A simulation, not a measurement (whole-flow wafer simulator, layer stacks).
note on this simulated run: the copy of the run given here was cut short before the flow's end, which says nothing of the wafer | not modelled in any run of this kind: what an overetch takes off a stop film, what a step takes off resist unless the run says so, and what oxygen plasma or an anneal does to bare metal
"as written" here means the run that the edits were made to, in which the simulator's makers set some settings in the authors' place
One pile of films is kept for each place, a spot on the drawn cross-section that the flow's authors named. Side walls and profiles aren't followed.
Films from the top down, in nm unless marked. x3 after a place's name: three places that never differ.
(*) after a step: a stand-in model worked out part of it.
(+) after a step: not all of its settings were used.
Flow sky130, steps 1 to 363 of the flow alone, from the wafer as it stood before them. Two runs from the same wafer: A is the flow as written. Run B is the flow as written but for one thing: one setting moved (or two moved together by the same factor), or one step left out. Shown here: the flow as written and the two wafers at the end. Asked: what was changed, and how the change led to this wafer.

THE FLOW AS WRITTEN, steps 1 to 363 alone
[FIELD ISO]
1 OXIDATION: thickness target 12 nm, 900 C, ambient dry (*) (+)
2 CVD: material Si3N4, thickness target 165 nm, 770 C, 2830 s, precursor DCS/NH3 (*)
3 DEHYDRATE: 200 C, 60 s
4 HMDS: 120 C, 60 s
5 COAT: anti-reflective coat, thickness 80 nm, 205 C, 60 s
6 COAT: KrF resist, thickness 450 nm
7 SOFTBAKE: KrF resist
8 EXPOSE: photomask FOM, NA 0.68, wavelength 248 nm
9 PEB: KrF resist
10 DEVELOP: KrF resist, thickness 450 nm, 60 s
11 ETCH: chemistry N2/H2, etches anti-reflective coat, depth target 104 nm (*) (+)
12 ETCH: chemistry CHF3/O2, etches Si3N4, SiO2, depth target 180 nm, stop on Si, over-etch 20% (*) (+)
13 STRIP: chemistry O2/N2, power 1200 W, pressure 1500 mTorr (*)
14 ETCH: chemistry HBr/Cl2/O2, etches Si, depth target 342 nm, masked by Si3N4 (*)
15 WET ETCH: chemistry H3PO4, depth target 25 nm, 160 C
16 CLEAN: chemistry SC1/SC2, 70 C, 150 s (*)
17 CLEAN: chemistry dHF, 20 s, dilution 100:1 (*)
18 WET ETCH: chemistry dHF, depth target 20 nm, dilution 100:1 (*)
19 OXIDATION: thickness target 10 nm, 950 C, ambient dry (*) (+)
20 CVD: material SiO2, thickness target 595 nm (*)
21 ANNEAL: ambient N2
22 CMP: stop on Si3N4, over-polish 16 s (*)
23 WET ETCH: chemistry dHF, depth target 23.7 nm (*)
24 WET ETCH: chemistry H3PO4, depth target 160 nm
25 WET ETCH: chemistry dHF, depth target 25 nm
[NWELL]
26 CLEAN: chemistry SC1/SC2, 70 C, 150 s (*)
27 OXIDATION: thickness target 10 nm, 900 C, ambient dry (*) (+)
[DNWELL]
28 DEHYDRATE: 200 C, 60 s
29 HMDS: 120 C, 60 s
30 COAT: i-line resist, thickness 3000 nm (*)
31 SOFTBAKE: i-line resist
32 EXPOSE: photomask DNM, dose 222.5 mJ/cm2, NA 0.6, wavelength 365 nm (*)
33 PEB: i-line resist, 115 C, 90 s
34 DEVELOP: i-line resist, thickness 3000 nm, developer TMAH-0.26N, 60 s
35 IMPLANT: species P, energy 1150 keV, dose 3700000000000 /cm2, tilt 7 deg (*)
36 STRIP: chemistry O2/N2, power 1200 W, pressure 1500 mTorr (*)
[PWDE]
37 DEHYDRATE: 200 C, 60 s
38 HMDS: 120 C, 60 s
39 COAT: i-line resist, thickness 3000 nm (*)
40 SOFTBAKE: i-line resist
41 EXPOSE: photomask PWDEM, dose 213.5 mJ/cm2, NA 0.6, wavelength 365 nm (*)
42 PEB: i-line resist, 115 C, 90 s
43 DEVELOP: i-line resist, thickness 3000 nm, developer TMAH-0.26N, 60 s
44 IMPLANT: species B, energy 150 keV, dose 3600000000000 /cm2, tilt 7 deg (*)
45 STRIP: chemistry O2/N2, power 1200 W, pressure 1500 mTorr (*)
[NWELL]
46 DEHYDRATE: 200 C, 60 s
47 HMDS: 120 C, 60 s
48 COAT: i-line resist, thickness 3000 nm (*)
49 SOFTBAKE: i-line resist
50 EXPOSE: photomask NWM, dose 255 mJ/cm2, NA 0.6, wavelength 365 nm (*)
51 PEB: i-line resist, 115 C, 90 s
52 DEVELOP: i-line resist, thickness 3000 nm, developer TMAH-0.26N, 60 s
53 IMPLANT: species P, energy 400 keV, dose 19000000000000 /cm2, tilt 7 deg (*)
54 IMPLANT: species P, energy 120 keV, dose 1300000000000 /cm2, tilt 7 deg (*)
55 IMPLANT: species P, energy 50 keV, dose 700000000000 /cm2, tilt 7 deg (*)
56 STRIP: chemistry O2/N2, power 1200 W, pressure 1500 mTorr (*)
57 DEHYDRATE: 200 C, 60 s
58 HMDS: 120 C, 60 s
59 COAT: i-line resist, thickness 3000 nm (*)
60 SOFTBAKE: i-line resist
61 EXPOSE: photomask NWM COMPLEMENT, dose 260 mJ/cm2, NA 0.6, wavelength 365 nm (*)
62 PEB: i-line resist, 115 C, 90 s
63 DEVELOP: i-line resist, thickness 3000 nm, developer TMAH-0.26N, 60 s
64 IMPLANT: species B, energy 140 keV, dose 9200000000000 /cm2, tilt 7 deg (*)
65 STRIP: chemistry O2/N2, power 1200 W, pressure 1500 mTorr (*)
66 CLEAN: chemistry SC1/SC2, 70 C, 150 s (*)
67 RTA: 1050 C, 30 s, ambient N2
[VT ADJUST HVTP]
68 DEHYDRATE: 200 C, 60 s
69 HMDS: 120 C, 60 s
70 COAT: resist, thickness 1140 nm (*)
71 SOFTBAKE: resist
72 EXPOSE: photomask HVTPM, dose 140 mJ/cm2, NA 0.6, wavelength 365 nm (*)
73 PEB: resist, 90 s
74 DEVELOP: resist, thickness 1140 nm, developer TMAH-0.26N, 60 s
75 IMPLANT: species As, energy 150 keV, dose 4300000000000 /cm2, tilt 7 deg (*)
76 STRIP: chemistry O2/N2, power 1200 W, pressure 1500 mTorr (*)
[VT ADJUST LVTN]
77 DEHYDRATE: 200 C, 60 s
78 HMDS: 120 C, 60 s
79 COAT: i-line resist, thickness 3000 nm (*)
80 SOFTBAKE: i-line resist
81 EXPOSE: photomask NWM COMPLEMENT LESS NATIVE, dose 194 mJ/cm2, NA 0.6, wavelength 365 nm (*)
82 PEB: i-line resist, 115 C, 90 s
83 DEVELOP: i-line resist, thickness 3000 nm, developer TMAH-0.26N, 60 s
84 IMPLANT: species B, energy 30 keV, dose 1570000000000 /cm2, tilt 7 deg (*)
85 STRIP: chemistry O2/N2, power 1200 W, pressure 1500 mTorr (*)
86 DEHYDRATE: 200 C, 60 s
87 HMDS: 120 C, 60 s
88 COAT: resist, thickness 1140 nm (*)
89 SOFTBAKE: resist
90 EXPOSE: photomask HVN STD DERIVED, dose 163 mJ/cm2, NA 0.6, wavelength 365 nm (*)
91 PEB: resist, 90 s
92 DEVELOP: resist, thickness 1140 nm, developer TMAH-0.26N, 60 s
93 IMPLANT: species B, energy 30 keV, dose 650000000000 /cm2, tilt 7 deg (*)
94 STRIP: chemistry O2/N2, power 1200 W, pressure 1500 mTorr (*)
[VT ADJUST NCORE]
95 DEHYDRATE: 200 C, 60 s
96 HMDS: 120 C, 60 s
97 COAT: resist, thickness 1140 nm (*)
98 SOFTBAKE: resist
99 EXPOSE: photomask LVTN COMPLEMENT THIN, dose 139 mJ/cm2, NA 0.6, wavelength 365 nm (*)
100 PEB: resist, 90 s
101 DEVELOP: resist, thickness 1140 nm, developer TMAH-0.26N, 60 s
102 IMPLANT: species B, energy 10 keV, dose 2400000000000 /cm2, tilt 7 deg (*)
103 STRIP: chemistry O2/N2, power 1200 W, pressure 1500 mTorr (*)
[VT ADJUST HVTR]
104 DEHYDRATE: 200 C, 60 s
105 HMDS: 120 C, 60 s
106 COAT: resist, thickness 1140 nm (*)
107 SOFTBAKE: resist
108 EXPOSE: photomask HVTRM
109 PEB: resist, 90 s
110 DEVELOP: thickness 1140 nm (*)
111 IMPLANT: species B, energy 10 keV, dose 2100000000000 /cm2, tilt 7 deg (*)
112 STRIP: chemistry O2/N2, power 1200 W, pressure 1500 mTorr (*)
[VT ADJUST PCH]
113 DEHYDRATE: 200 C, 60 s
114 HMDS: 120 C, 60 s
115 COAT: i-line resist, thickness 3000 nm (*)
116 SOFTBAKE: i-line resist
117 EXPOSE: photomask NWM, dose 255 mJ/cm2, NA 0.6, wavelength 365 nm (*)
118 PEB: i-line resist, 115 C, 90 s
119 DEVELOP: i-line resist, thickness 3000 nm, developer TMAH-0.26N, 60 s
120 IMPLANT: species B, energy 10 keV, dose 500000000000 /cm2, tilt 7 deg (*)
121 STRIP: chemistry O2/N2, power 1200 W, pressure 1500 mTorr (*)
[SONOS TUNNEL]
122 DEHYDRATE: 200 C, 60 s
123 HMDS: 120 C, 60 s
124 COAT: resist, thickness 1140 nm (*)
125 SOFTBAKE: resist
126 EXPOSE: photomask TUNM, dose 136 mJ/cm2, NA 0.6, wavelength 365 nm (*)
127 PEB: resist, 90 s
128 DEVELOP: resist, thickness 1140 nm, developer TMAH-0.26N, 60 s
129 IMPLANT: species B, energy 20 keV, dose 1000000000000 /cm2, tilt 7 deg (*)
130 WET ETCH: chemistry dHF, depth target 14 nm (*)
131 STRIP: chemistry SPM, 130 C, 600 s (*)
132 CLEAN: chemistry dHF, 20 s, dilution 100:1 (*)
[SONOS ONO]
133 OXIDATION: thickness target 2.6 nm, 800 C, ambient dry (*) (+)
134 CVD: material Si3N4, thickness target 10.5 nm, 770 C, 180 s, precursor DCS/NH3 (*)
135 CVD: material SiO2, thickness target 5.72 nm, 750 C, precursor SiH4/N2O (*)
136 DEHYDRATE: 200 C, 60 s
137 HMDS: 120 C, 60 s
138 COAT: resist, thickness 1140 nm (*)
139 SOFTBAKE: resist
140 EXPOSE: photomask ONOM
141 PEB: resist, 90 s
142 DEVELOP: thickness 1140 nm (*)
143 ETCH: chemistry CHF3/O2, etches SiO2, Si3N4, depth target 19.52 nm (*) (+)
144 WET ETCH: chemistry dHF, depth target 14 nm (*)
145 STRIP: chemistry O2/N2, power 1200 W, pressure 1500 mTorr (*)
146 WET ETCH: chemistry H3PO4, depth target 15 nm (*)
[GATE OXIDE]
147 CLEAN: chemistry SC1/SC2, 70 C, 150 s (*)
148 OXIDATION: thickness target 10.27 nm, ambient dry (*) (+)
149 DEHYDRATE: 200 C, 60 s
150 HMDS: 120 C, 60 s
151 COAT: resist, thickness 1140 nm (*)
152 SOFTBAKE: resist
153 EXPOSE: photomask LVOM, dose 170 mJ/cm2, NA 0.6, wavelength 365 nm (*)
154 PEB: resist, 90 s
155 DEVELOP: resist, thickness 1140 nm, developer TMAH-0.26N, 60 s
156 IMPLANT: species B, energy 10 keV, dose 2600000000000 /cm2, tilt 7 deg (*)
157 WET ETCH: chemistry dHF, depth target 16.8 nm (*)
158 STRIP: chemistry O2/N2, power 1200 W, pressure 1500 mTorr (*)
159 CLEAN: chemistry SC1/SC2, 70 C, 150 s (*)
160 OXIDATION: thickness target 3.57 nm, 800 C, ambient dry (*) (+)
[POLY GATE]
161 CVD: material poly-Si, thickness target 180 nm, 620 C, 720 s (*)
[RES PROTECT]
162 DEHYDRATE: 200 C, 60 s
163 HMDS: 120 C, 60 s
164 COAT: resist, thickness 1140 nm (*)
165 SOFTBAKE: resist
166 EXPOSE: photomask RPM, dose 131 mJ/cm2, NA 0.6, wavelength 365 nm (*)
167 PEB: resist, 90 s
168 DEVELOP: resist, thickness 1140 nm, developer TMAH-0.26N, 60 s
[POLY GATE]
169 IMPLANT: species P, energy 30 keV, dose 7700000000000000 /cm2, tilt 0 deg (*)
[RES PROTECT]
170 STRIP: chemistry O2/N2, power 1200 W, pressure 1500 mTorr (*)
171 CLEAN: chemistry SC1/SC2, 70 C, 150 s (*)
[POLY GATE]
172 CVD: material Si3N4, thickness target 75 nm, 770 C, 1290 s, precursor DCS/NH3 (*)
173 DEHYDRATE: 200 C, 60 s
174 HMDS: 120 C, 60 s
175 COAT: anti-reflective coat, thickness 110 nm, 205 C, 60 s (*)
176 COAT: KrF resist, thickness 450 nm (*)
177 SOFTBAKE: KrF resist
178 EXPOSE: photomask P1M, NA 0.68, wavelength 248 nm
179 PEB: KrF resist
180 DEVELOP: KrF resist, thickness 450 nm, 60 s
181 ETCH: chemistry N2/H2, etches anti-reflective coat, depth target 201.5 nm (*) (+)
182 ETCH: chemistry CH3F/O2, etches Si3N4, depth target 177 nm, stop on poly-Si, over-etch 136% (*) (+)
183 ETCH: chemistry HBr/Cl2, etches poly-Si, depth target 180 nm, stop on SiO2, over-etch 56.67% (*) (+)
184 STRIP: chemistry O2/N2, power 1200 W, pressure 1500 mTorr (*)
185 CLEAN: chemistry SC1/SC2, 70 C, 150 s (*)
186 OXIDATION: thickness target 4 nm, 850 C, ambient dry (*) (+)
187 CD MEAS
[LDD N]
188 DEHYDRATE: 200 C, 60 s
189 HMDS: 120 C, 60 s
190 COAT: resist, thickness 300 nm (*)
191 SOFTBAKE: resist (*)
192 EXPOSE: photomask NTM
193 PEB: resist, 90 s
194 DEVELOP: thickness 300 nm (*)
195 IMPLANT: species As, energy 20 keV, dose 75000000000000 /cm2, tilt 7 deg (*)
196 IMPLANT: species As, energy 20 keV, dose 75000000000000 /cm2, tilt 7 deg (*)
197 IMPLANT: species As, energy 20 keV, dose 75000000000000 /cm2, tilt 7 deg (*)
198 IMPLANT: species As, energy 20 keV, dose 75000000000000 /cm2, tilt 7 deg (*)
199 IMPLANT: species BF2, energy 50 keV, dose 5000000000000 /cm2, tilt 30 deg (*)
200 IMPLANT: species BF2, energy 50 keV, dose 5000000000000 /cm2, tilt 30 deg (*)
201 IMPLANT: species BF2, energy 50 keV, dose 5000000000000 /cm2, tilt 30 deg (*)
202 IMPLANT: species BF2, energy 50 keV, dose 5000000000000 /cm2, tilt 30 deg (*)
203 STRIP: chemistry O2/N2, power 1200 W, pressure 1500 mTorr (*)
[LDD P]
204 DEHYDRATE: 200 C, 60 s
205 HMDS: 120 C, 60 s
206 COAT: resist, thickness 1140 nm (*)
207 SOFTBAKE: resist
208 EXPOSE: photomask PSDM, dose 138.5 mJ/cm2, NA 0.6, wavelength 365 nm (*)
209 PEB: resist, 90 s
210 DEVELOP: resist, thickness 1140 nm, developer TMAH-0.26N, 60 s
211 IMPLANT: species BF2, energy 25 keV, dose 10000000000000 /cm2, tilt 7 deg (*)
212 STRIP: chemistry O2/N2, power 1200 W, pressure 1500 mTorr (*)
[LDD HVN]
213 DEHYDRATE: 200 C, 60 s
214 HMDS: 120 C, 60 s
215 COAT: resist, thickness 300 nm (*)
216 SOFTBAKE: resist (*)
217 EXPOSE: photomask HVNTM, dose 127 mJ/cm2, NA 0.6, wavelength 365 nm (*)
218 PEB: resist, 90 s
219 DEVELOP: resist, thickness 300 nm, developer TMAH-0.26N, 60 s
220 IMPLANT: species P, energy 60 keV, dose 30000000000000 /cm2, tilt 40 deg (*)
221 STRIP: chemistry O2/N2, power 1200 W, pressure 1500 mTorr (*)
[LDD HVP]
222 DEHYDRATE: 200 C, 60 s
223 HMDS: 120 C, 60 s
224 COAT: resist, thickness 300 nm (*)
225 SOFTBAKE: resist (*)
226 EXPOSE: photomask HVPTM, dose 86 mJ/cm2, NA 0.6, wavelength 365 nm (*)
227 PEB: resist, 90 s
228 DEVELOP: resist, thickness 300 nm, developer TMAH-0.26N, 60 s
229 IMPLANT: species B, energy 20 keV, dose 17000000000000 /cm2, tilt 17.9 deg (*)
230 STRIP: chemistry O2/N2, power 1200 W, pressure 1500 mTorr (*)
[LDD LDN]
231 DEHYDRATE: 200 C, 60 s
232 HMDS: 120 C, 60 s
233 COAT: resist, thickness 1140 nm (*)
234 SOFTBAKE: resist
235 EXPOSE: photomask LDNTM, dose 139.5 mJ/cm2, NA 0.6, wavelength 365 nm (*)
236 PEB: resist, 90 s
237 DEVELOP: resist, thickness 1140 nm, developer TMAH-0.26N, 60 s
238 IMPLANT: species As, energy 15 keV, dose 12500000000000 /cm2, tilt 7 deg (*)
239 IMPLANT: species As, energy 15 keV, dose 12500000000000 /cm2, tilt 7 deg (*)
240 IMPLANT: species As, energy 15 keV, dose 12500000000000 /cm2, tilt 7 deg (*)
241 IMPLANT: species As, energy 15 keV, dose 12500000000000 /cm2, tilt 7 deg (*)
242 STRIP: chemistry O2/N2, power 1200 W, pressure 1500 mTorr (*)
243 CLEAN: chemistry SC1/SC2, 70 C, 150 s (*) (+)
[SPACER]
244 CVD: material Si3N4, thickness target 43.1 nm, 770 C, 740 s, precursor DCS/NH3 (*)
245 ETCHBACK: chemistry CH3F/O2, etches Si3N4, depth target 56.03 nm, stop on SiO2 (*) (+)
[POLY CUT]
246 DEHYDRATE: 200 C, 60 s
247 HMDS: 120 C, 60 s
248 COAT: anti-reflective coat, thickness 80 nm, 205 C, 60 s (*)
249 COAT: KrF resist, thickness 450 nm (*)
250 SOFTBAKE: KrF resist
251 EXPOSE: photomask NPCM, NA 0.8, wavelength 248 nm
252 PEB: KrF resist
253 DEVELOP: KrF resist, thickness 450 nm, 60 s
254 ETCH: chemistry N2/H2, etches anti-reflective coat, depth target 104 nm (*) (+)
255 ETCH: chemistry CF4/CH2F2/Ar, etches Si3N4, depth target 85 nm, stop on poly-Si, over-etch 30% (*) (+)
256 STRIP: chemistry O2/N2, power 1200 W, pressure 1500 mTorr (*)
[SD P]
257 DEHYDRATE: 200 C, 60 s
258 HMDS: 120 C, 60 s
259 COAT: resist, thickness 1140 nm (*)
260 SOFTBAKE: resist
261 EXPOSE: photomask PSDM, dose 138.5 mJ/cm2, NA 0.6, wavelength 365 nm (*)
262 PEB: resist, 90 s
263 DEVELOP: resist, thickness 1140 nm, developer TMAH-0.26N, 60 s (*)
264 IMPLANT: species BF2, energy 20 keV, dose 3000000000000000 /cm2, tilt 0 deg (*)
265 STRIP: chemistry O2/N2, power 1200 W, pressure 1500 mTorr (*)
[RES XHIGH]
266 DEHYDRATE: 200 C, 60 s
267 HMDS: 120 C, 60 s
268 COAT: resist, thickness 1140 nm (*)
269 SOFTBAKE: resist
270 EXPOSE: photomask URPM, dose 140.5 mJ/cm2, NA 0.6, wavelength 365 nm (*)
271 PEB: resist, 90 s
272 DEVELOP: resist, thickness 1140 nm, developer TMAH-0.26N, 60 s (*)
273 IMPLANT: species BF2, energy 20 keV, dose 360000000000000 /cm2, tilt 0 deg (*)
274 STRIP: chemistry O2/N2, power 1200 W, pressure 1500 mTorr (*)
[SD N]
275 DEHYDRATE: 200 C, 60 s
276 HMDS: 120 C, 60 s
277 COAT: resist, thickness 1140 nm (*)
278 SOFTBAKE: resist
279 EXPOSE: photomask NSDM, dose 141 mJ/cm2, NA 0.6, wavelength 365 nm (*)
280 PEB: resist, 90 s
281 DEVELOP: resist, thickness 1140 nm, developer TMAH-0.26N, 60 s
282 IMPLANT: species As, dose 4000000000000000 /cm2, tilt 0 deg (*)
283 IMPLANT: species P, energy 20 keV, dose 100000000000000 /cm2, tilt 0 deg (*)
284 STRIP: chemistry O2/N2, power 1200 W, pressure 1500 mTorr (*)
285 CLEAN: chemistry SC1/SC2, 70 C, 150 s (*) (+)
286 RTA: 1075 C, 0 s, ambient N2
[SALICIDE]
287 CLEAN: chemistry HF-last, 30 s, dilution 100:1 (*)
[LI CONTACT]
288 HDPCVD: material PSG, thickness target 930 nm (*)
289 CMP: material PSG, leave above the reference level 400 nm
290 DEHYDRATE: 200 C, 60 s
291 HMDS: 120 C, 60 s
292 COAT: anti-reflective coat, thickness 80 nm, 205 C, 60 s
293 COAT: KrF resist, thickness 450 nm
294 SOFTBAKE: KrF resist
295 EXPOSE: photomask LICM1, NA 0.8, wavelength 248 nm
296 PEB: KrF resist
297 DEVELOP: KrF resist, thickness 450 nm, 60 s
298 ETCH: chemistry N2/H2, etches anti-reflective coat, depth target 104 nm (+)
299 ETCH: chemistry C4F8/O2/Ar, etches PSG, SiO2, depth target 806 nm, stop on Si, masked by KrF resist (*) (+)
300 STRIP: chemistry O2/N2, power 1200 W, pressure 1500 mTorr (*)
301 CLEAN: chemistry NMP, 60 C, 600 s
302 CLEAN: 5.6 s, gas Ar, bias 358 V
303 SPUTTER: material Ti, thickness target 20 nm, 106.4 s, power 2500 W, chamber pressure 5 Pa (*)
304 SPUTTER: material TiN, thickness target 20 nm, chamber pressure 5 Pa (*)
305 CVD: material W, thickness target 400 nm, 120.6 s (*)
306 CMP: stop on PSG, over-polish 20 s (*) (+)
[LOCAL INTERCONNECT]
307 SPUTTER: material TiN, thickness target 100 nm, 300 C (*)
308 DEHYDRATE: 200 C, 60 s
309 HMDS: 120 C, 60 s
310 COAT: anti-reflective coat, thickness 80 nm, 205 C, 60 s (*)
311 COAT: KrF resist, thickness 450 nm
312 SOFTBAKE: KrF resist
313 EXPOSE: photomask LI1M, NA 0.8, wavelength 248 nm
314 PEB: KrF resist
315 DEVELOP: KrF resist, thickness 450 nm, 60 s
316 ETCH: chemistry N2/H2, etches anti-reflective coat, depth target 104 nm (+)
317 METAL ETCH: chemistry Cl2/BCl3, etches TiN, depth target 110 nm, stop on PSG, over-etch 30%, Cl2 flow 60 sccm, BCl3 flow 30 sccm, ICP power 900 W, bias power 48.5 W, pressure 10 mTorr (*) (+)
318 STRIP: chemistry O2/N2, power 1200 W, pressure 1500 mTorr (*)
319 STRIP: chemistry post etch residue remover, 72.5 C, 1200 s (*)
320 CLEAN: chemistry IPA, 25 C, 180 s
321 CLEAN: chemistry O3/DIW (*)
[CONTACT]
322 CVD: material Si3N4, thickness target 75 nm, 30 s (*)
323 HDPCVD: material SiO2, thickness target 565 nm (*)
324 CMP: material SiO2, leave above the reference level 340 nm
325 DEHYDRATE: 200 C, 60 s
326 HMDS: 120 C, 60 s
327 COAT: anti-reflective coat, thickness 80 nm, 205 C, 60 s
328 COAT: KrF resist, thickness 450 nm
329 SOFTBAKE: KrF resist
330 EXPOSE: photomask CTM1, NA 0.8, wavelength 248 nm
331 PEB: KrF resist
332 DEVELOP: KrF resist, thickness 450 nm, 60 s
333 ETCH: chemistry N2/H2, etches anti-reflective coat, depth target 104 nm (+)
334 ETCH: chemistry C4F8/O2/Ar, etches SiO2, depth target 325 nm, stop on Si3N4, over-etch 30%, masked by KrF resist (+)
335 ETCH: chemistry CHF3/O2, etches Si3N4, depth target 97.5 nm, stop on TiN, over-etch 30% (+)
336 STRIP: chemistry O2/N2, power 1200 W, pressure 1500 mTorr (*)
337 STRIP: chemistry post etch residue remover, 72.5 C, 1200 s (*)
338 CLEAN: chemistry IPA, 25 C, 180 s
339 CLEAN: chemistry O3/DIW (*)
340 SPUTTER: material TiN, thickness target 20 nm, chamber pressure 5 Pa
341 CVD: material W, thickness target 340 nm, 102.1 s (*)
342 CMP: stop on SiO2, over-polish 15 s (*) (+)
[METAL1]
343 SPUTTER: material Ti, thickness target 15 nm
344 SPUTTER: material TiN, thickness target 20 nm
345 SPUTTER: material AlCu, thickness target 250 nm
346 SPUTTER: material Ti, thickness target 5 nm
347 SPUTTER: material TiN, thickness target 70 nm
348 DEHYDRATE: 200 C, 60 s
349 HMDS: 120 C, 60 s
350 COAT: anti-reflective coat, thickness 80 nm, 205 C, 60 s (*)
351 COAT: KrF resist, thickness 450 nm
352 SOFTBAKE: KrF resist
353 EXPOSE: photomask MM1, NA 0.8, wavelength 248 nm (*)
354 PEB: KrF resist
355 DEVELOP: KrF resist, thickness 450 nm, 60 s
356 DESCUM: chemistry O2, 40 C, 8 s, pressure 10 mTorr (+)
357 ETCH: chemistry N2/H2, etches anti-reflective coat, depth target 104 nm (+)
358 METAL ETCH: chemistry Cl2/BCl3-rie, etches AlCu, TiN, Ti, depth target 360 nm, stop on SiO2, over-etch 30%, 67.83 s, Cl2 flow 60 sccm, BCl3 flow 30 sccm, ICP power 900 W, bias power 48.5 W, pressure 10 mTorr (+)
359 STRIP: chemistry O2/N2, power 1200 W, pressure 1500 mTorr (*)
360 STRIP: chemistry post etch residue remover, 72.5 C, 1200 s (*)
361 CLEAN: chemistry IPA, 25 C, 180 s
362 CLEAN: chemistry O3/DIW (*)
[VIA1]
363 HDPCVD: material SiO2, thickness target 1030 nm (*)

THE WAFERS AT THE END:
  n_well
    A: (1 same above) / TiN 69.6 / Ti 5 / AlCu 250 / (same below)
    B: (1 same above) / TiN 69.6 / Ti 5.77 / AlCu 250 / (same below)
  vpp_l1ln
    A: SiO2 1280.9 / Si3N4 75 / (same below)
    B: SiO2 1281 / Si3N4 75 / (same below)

The cause: step 346, SPUTTER: thickness target 5.77 nm was run, where the flow has thickness target 5 nm.
It can be read off the wafer: n_well has Ti 5.77, and step 346 as written asks for 5 nm.

How the change led to this, step by step:
  346 SPUTTER: material Ti, thickness target 5 nm
      field, active, n_well and 188 more: A Ti +5 (new film) | B Ti +5.77 (new film)
  358 METAL ETCH: chemistry Cl2/BCl3-rie, etches AlCu, TiN, Ti, depth target 360 nm, stop on SiO2, over-etch 30%, 67.83 s, Cl2 flow 60 sccm, BCl3 flow 30 sccm, ICP power 900 W, bias power 48.5 W, pressure 10 mTorr (+)
      field, active, gate and 81 more: A TiN -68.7 (all of it), Ti -5 (all of it), AlCu -250 (all of it), TiN -20 (all of it), Ti -15 (all of it), SiO2 -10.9 | B TiN -68.7 (all of it), Ti -5.77 (all of it), AlCu -250 (all of it), TiN -20 (all of it), Ti -15 (all of it), SiO2 -10.9
